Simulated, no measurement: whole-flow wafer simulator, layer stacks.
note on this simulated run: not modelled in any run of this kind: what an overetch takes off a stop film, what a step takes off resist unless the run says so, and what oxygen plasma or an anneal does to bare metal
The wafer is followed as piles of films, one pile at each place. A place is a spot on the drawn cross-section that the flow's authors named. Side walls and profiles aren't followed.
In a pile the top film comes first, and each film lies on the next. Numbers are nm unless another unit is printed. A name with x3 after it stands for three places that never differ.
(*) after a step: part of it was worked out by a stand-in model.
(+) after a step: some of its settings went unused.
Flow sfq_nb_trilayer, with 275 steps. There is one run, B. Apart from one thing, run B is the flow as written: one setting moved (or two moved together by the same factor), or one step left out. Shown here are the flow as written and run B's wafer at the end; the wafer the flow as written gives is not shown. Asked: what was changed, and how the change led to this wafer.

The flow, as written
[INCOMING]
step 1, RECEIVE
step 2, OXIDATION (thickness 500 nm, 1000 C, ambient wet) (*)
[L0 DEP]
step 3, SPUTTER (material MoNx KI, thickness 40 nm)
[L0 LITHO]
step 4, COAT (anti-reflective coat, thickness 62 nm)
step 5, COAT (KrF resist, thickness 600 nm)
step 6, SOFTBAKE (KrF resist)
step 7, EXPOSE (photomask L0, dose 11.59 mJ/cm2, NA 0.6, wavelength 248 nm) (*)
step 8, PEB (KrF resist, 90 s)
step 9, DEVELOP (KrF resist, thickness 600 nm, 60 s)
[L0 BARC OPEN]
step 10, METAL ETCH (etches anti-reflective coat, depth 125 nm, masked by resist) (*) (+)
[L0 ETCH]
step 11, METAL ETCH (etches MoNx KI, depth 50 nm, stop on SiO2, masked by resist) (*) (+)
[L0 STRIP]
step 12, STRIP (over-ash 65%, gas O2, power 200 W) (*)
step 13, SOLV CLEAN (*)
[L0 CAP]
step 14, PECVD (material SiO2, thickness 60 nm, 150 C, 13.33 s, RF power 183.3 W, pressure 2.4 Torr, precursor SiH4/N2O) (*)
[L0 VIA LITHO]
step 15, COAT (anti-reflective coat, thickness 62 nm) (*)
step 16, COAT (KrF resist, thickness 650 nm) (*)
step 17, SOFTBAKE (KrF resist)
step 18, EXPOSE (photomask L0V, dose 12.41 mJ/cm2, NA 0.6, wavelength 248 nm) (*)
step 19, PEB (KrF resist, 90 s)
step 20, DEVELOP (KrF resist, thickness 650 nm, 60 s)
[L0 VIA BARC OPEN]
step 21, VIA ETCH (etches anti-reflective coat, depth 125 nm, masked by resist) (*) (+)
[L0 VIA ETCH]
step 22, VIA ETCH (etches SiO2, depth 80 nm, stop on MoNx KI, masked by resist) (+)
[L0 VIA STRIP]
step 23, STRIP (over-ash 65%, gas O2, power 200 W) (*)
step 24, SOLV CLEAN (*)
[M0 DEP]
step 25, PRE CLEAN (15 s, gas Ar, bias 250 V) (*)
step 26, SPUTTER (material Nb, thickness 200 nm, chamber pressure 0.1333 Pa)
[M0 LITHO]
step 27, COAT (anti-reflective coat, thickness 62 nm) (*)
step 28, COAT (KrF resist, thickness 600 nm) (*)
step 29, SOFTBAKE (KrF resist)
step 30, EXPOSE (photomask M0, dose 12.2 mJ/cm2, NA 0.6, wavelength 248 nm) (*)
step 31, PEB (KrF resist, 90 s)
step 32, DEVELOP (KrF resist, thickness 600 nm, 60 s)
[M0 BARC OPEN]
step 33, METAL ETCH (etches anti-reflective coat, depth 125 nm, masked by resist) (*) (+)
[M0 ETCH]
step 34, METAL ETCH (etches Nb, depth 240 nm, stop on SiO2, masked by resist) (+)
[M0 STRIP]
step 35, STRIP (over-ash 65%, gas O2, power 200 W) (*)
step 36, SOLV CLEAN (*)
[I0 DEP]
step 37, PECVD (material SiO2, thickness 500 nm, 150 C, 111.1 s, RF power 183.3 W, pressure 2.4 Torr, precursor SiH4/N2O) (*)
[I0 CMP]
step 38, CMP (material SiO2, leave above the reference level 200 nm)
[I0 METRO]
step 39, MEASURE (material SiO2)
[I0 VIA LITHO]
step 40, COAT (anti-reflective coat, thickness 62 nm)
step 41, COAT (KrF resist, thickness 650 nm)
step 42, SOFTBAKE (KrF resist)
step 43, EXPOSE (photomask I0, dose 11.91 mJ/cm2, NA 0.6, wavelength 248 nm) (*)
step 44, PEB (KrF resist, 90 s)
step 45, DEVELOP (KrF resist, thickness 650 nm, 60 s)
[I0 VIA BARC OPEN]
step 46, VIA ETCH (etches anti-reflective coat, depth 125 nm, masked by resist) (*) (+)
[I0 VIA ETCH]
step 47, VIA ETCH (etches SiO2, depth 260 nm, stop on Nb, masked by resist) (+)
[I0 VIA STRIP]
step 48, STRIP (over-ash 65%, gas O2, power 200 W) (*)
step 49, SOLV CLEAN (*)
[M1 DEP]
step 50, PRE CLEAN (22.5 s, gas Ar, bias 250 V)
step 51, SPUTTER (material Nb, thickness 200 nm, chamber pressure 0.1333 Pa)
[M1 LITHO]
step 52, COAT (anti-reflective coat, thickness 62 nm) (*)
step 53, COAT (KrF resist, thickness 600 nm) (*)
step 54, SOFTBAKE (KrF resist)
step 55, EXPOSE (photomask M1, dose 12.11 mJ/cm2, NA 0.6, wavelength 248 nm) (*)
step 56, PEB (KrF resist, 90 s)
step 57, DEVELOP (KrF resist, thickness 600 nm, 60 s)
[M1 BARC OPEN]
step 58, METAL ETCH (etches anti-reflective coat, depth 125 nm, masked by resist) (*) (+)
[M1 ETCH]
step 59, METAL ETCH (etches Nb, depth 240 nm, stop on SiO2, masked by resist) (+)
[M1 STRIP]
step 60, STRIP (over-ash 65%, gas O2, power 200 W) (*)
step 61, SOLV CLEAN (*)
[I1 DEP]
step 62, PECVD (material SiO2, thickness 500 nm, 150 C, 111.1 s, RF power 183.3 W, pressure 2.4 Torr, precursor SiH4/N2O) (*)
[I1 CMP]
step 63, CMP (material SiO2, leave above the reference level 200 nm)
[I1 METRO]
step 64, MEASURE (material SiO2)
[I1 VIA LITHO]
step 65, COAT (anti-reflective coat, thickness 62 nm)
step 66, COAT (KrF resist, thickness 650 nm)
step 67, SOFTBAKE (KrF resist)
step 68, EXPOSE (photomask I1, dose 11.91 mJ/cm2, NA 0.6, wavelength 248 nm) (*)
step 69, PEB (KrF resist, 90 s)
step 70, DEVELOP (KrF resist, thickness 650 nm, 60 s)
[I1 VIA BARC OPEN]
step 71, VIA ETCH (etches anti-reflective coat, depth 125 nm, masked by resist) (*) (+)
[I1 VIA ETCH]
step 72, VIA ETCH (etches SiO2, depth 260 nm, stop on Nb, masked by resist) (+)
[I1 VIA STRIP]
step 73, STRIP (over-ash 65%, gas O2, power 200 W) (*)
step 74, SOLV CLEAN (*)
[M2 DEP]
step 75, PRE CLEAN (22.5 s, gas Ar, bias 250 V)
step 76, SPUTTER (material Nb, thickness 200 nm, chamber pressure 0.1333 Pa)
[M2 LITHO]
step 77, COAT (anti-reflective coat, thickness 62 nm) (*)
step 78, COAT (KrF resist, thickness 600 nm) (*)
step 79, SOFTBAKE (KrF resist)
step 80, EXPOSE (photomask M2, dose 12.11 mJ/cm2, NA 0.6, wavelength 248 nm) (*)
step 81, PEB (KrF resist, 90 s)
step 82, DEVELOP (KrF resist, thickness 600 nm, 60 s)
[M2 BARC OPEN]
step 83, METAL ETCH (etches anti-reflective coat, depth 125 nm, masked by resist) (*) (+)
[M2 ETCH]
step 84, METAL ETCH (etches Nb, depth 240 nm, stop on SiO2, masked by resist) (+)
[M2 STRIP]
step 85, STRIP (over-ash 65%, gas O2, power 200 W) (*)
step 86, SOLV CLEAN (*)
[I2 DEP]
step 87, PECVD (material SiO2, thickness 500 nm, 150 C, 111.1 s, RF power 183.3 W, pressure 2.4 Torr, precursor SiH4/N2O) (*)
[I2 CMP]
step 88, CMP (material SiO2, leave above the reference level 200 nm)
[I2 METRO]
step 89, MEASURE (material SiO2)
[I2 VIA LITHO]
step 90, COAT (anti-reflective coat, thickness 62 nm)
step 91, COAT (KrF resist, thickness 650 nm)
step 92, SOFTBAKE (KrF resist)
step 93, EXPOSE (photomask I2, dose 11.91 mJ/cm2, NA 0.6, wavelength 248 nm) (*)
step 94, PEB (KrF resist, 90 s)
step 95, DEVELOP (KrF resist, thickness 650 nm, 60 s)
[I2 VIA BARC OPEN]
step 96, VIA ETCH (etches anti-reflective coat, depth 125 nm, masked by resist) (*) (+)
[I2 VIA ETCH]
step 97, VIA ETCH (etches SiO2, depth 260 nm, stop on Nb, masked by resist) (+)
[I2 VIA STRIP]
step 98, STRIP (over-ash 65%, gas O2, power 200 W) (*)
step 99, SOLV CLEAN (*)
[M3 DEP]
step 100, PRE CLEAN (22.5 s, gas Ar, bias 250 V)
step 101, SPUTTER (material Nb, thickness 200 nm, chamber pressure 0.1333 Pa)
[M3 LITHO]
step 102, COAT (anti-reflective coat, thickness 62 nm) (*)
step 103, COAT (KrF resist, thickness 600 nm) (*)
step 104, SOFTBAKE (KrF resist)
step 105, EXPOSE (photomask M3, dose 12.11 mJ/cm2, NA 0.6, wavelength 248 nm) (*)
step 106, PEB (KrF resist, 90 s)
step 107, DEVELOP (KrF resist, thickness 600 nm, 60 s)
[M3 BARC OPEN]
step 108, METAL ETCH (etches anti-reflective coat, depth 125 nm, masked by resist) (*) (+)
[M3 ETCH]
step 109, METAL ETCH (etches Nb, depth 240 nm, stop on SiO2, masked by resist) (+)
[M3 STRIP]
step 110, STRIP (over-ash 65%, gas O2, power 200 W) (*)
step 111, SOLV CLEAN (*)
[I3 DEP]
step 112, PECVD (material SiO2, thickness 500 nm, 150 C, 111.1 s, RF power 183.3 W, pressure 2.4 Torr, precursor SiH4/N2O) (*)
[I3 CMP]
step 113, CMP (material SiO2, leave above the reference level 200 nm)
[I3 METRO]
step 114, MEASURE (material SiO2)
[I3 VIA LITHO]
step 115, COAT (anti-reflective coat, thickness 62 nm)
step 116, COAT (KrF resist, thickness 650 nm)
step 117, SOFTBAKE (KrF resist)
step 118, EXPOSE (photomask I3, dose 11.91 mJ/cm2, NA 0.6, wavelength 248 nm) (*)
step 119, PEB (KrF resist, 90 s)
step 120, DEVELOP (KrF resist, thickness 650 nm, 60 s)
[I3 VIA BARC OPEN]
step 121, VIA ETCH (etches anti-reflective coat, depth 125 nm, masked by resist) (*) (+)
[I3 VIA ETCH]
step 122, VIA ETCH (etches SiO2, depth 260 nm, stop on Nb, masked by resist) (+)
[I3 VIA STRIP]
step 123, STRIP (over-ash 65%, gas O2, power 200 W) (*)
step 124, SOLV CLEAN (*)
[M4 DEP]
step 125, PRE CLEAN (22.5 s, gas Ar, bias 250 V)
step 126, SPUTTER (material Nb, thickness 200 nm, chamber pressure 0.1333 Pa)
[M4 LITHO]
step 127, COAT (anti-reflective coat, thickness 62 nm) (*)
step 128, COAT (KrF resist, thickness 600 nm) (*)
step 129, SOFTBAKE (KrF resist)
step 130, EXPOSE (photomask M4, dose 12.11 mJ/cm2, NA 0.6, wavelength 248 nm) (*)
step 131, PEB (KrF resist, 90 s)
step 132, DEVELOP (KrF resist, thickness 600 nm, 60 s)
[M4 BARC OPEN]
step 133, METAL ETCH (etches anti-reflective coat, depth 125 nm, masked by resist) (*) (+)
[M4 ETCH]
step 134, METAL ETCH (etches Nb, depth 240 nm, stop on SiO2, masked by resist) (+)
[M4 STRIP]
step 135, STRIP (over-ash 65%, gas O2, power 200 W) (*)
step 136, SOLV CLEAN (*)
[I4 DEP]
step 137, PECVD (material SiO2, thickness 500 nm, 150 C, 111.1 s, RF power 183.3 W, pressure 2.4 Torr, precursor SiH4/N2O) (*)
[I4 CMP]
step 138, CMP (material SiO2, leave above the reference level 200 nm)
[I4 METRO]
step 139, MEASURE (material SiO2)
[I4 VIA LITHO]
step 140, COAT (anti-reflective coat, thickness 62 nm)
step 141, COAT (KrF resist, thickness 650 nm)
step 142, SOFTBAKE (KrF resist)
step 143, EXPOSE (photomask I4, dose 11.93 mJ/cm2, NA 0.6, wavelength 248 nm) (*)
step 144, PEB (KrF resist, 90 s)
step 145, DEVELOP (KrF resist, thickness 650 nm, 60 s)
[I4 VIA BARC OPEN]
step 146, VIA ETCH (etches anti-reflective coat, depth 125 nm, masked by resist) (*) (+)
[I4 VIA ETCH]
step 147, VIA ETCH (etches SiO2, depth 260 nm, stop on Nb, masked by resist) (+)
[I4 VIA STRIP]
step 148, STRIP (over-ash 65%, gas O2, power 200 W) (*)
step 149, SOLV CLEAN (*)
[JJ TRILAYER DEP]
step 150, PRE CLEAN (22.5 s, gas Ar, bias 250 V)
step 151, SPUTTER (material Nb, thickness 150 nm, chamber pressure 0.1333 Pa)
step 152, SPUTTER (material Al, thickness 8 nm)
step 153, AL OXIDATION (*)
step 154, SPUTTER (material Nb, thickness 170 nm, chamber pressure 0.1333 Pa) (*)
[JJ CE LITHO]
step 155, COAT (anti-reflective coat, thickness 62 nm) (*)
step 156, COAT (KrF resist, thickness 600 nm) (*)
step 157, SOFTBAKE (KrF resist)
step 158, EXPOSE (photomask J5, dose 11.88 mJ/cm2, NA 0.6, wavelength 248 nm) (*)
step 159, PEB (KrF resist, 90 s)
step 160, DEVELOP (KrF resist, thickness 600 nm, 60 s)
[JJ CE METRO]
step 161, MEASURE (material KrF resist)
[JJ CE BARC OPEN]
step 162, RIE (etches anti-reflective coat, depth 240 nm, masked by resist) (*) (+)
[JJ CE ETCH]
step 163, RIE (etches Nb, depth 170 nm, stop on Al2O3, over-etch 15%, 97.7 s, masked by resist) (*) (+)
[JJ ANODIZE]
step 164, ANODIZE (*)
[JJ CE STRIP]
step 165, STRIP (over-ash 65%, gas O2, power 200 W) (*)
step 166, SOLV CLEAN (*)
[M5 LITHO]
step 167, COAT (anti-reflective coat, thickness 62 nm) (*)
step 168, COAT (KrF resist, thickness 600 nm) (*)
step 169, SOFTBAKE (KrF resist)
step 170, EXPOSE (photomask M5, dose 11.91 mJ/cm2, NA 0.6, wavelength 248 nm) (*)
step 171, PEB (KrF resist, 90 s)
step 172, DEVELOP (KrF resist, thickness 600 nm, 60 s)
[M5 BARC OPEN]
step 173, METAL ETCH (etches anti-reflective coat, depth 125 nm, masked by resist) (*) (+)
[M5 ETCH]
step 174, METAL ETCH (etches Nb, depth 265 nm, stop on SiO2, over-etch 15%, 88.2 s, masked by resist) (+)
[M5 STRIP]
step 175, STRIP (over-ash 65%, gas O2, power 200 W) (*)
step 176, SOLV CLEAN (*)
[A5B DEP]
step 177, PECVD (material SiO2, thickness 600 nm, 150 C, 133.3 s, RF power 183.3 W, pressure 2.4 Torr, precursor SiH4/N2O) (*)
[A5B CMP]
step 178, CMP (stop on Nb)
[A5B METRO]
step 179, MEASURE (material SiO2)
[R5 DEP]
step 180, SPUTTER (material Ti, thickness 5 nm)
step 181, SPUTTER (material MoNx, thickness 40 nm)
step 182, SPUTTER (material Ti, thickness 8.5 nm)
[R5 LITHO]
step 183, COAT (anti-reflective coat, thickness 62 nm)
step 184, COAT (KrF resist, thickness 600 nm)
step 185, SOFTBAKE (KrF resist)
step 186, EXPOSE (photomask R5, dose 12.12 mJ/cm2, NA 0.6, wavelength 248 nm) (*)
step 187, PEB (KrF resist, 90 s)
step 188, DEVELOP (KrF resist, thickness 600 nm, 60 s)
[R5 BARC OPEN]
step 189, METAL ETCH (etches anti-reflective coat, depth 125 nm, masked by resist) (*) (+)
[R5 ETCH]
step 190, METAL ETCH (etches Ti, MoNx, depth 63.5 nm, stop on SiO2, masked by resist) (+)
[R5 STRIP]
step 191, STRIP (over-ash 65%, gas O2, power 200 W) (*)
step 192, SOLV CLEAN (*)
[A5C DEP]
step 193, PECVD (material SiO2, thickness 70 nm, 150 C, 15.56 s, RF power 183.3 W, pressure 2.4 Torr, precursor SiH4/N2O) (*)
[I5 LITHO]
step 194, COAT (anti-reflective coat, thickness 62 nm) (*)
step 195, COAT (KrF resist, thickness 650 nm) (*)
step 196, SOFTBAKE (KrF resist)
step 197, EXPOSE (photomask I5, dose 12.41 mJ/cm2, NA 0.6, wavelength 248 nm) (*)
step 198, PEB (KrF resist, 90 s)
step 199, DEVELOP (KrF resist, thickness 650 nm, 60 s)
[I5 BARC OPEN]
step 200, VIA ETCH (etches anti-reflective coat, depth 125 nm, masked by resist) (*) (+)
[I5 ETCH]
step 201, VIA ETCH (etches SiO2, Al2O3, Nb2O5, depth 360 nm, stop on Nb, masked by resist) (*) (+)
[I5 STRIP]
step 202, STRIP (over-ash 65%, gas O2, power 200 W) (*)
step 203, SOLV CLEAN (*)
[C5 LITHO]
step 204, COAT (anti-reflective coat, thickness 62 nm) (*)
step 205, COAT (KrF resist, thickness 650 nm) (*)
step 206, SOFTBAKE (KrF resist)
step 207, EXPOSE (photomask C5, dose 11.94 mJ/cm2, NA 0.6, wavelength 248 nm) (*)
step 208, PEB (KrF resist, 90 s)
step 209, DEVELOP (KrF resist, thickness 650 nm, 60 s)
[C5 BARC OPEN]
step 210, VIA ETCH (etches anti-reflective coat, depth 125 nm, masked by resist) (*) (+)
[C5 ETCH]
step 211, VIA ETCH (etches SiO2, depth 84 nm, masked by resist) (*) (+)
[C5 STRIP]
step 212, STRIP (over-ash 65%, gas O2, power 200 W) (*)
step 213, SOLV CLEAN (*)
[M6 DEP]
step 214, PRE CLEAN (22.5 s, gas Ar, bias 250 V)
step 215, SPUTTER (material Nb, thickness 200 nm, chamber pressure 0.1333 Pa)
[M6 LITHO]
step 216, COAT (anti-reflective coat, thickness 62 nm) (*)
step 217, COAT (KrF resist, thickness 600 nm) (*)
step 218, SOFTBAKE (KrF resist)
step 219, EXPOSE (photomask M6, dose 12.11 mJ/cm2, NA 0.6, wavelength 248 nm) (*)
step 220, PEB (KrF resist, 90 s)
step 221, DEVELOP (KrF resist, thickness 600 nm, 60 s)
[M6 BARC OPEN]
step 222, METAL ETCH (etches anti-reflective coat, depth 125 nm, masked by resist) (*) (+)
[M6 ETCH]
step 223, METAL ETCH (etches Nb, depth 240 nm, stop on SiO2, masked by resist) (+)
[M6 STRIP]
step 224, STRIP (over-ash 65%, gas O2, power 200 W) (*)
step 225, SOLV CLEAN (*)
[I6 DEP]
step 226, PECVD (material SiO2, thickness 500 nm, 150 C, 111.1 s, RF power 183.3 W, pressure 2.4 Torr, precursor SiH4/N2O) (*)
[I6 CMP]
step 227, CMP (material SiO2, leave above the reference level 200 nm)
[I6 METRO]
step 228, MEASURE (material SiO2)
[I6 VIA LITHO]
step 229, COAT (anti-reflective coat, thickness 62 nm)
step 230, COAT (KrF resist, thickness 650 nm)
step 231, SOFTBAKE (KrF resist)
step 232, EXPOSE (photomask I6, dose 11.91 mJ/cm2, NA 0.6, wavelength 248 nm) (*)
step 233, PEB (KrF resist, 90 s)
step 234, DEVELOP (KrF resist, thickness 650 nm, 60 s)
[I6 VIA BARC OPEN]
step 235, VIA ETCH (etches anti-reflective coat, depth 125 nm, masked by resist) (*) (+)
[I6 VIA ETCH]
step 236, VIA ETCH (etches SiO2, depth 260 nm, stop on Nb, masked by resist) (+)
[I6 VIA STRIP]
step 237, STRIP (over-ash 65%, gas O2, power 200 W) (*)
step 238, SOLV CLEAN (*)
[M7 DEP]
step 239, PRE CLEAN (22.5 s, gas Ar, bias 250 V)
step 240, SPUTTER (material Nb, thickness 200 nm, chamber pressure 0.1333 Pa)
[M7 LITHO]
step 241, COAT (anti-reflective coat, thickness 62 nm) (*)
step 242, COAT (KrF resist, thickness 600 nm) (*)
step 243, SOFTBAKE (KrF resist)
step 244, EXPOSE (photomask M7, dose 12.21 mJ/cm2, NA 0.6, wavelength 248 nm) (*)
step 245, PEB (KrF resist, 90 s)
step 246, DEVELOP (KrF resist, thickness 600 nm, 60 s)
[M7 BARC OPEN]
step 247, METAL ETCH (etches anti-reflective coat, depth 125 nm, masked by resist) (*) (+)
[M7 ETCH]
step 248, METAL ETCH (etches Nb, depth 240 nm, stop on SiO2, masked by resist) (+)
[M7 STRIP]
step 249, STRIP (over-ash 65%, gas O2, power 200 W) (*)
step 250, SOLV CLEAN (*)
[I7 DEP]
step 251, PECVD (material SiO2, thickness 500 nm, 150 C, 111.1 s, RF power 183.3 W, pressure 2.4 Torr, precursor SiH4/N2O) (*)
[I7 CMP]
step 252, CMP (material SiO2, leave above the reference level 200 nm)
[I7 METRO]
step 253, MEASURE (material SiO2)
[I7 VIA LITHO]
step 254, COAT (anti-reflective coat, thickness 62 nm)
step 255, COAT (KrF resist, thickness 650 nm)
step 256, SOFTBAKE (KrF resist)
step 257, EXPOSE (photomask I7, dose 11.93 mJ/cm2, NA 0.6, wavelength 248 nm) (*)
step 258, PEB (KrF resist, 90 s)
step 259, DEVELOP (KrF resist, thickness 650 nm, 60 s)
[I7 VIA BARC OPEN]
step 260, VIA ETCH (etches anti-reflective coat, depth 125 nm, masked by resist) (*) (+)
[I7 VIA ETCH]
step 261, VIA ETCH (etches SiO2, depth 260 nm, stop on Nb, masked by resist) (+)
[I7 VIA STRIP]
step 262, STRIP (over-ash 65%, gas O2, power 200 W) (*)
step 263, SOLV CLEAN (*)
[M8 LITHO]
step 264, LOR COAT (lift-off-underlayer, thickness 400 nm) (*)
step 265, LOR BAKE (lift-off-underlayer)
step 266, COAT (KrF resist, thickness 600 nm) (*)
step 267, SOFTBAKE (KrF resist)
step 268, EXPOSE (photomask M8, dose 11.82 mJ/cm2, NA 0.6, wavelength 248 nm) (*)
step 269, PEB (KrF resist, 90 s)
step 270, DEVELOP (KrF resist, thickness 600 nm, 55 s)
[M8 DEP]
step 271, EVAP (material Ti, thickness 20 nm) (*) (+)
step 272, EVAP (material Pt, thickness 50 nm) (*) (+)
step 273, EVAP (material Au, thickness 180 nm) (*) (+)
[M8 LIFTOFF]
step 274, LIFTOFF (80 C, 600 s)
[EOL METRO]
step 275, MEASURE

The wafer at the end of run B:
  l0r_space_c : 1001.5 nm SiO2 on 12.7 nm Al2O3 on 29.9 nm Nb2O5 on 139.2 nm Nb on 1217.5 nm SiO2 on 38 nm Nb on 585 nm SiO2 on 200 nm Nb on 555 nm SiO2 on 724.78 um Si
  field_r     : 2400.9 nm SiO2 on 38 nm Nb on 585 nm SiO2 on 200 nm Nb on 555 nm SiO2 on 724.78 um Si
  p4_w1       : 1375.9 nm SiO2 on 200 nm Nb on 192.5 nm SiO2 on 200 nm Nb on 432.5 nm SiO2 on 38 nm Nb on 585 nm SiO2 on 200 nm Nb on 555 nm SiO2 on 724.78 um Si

Cause: step 76, SPUTTER: thickness 278 nm was run, though the flow has thickness 200 nm.

How this came from the change, step by step:
  step 76, SPUTTER (material Nb, thickness 200 nm, chamber pressure 0.1333 Pa)
      field_l, v_sur, via_wl and 102 more: Nb gains 278 (new film) (as written it would have been: Nb gains 200 (new film))
      via_v: Nb gains 243.7 (as written it would have been: Nb gains 174.5)
  step 84, METAL ETCH (etches Nb, depth 240 nm, stop on SiO2, masked by resist) (+)
      field_l, be, be_sur and 81 more: Nb loses 240 (as written it would have been: Nb loses 200 (all of it))
  step 87, PECVD (material SiO2, thickness 500 nm, 150 C, 111.1 s, RF power 183.3 W, pressure 2.4 Torr, precursor SiH4/N2O) (*)
      field_l, be, be_sur and 81 more: SiO2 gains 500 (new film) (as written it would have been: SiO2 gains 500)
      via_v: SiO2 gains 590.3 (new film) (as written it would have been: SiO2 gains 606 (new film))
  step 88, CMP (material SiO2, leave above the reference level 200 nm)
      field_l, be, be_sur and 81 more: SiO2 loses 60 (as written it would have been: SiO2 loses 100)
      via_v: SiO2 loses 157.1 (as written it would have been: SiO2 loses 181.6)
With metal films that touch counted as one body, l0r_space_c has 3 bodies (between them, from the top down: SiO2 1217.5; SiO2 585); the flow as written gives 2 bodies (between them, from the top down: SiO2 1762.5).
With metal films that touch counted as one body, field_r has 2 bodies (between them, from the top down: SiO2 585); the flow as written gives 1 body.
With metal films that touch counted as one body, p4_w1 has 4 bodies (between them, from the top down: SiO2 192.5; SiO2 432.5; SiO2 585); the flow as written gives 3 bodies (between them, from the top down: SiO2 192.5; SiO2 977.5).
